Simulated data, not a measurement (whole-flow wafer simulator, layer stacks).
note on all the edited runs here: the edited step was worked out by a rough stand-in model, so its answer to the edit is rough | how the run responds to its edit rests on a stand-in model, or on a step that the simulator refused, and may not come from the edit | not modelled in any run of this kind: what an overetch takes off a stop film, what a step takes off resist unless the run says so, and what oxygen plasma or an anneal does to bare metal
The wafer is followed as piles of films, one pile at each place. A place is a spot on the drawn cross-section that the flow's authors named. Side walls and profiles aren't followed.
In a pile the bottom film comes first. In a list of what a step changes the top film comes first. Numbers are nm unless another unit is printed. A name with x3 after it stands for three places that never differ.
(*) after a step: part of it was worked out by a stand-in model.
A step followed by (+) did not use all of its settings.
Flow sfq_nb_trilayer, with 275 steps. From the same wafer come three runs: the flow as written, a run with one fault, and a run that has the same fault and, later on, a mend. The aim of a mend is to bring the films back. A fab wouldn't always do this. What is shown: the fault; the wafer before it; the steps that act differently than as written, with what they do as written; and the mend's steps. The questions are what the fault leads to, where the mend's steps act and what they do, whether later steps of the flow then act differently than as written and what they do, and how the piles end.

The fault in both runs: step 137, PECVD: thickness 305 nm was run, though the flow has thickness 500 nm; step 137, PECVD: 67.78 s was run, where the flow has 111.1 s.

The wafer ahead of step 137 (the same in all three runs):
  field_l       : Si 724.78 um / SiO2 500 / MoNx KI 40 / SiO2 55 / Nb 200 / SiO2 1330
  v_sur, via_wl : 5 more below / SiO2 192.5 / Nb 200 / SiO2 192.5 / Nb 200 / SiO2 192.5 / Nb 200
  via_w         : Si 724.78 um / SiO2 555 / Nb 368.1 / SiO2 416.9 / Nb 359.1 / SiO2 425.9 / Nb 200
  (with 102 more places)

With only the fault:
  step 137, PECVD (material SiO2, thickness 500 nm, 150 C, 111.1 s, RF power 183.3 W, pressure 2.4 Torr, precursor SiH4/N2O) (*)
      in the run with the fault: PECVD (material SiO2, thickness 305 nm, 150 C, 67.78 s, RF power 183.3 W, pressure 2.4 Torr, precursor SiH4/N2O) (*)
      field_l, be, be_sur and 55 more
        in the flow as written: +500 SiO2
        in the run with the fault: +305 SiO2
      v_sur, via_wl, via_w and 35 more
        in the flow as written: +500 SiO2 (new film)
        in the run with the fault: +305 SiO2 (new film)
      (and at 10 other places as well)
  Steps further on in the flow that do not act as written (18 other steps are not shown; they differ only slightly, by no more than 2% or 0.5 nm, whichever is larger):
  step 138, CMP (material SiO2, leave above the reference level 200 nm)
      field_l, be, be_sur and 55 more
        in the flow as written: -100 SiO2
        in the run with the fault: nothing
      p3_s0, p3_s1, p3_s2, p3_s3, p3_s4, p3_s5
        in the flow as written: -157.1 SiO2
        in the run with the fault: nothing
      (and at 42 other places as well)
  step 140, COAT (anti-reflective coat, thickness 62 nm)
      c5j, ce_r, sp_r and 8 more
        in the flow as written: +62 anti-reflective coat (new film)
        in the run with the fault: +63.5 anti-reflective coat (new film)
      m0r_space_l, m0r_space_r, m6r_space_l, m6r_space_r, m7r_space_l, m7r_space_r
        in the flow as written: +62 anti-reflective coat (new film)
        in the run with the fault: +75.1 anti-reflective coat (new film)
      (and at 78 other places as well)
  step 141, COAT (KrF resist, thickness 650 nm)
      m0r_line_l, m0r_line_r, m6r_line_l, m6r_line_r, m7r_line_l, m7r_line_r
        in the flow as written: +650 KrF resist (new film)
        in the run with the fault: +668.9 KrF resist (new film)
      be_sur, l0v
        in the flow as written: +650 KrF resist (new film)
        in the run with the fault: +664.5 KrF resist (new film)
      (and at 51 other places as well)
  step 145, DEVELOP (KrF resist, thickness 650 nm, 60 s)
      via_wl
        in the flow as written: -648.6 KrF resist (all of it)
        in the run with the fault: -610.6 KrF resist (all of it)
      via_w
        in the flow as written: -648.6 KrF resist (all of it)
        in the run with the fault: -615.2 KrF resist (all of it)
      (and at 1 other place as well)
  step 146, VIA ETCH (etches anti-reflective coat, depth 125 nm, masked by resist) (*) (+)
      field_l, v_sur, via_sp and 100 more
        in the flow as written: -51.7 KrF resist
        in the run with the fault: -45.6 KrF resist
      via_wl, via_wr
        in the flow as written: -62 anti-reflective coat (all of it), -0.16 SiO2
        in the run with the fault: -54.7 anti-reflective coat (all of it), -0.14 SiO2
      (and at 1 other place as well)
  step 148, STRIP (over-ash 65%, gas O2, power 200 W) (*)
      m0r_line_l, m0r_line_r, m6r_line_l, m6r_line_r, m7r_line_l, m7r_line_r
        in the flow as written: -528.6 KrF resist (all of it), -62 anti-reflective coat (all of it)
        in the run with the fault: -553.6 KrF resist (all of it), -63.5 anti-reflective coat (all of it)
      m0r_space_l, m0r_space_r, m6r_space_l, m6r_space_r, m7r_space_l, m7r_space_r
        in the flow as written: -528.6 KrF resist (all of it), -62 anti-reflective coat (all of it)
        in the run with the fault: -545.9 KrF resist (all of it), -75.1 anti-reflective coat (all of it)
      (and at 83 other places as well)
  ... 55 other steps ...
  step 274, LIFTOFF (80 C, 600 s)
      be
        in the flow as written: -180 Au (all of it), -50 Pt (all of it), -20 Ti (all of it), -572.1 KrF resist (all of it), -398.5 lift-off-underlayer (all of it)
        in the run with the fault: -180 Au (all of it), -50 Pt (all of it), -20 Ti (all of it), -613.7 KrF resist (all of it), -717.3 lift-off-underlayer (all of it)
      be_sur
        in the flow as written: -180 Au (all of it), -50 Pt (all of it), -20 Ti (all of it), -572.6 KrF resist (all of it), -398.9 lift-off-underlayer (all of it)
        in the run with the fault: -180 Au (all of it), -50 Pt (all of it), -20 Ti (all of it), -587.2 KrF resist (all of it), -366.3 lift-off-underlayer (all of it)
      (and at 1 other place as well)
  By the end, the piles at via_v, be, be_sur and 38 more depart from the flow's by more than 2% or 0.5 nm, whichever is larger.
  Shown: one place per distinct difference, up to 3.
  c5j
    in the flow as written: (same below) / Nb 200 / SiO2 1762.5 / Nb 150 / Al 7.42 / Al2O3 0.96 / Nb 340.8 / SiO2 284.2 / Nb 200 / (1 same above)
    in the run with the fault: (same below) / Nb 200 / SiO2 1667.5 / Nb 150 / Al 7.42 / Al2O3 0.96 / Nb 170 / SiO2 73.4 / Nb 183.3 / SiO2 293.3 / Nb 200 / (1 same above)
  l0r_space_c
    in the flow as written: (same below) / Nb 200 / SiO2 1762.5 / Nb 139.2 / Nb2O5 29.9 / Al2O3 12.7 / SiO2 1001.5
    in the run with the fault: (same below) / Nb 200 / SiO2 1667.5 / Nb 139.2 / Nb2O5 29.9 / Al2O3 12.7 / SiO2 1096.5
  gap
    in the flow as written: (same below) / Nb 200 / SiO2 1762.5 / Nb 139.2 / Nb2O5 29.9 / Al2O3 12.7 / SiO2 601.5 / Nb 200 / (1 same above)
    in the run with the fault: (same below) / Nb 200 / SiO2 1667.5 / Nb 139.2 / Nb2O5 29.9 / Al2O3 12.7 / SiO2 696.5 / Nb 200 / (1 same above)

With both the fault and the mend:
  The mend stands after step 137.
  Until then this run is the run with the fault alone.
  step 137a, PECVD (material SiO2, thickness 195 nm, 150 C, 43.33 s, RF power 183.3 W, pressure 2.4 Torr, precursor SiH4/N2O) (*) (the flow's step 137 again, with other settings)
      field_l, v_sur, via_wl and 99 more
        +195 SiO2
      lsp_r, l0_sur, l0v
        +192 SiO2
      via_v
        +172.7 SiO2
  Steps further on in the flow that do not act as written (14 other steps are not shown; they differ only slightly, by no more than 2% or 0.5 nm, whichever is larger):
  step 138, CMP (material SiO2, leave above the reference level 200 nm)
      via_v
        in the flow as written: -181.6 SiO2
        in the run with the mend: nothing
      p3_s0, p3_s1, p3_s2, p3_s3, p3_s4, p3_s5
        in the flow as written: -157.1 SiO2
        in the run with the mend: -100 SiO2
  When the end is reached, the piles differ only a little from the flow's at the places that both follow, at most by 2% or 0.5 nm, whichever is larger.
